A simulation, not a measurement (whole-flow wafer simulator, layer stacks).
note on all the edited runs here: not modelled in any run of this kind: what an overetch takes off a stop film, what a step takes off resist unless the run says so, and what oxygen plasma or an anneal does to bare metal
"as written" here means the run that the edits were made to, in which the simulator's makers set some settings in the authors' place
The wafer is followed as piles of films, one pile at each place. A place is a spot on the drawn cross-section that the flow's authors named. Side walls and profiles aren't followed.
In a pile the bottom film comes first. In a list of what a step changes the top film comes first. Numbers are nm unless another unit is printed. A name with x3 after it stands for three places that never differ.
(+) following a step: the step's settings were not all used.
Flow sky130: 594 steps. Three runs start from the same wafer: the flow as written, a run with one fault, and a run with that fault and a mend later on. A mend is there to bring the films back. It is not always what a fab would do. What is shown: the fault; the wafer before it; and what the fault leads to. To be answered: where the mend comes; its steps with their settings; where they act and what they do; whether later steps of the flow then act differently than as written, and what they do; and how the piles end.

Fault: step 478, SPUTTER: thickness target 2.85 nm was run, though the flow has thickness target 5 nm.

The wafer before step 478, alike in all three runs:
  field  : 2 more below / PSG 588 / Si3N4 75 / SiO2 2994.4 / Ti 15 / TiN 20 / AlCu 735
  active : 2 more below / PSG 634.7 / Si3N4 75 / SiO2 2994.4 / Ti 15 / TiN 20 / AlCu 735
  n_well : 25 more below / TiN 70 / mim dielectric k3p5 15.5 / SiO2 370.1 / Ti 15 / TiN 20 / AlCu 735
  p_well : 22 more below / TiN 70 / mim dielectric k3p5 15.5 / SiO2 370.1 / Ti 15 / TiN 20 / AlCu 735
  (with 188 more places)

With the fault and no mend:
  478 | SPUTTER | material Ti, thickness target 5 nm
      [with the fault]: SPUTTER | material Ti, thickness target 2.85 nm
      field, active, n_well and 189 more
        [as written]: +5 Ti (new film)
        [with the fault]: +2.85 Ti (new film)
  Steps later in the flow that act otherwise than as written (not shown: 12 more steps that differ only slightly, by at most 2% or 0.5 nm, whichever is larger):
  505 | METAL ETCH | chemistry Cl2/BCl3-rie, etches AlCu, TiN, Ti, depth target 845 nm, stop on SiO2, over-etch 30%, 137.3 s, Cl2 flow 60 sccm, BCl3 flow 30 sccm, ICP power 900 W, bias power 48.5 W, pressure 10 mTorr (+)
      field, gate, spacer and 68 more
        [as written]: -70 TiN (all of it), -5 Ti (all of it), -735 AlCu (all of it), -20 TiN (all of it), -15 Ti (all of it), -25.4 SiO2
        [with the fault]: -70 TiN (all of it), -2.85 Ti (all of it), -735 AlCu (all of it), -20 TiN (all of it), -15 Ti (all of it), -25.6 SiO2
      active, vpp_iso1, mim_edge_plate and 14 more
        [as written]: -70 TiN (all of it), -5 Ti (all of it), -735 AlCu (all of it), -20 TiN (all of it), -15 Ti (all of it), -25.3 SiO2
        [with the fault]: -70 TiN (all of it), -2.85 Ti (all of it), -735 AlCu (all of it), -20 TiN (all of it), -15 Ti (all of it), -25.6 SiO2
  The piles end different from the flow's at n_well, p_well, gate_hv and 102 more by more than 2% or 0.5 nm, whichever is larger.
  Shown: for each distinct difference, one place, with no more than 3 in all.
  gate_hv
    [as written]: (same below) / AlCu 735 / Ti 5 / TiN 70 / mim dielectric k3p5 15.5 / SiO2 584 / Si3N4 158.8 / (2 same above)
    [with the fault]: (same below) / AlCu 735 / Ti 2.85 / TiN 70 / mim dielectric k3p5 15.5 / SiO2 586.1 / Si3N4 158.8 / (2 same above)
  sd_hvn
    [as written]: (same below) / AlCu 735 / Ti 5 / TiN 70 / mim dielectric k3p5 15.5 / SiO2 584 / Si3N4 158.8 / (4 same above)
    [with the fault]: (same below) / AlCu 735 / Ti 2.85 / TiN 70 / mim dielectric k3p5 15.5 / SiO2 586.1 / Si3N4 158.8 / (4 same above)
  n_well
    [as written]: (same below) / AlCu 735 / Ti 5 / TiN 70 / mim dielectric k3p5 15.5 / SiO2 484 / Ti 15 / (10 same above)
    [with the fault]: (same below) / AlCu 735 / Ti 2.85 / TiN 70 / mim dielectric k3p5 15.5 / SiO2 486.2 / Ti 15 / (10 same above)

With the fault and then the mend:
  After step 478 comes the mend.
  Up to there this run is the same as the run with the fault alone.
  478a | SPUTTER | material Ti, thickness target 2.15 nm (the flow's step 478 again, with other settings)
      field, active, n_well and 189 more
        +2.15 Ti
  Every later step of the flow that is run acts as written at every place that is followed.
  At every place that both follow, the piles at the end match the flow's.
